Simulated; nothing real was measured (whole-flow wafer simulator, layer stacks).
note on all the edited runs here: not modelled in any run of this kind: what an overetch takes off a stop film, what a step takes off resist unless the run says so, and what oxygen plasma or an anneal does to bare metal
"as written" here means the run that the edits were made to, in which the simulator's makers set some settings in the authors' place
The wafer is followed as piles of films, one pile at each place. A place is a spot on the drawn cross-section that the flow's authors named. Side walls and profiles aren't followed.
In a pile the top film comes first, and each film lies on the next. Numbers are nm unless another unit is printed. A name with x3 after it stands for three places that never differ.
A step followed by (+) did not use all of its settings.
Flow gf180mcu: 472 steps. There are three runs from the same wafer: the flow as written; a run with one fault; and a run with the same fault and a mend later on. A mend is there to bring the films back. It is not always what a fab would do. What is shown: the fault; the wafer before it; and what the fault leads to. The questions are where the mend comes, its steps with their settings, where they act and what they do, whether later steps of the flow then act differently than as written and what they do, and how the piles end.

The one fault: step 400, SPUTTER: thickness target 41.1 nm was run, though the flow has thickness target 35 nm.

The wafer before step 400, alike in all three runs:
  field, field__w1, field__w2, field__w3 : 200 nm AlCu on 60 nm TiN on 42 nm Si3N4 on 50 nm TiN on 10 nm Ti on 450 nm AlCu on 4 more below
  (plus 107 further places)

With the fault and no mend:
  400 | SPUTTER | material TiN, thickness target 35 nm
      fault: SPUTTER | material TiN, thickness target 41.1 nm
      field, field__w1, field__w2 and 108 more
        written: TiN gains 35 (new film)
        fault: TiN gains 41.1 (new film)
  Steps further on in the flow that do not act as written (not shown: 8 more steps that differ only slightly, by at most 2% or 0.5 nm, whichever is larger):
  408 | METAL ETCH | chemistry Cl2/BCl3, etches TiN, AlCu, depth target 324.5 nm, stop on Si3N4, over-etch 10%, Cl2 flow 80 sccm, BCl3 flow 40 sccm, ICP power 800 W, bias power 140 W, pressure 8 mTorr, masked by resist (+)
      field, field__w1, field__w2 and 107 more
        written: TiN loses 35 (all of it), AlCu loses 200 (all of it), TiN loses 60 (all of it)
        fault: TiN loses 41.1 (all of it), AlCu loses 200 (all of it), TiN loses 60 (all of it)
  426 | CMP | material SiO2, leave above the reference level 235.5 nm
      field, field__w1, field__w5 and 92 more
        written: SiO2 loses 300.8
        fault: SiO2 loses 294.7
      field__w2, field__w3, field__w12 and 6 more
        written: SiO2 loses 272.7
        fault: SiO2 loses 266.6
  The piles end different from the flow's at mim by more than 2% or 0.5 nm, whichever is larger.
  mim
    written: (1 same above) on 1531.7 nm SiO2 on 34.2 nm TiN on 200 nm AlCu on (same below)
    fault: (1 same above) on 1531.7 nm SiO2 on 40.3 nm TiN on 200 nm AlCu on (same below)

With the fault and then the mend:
  The mend stands after step 400.
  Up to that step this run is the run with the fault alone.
  400a | METAL ETCH | chemistry Cl2/BCl3, etches TiN, AlCu, Ti, depth target 6.1 nm, Cl2 flow 80 sccm, BCl3 flow 40 sccm, ICP power 800 W, bias power 140 W, pressure 8 mTorr (the flow's step 260 again, with other settings)
      field, field__w1, field__w2 and 108 more
        TiN loses 6.1
  Every later step of the flow that is run acts as written at every place that is followed.
  At every place that both follow, the piles at the end match the flow's.
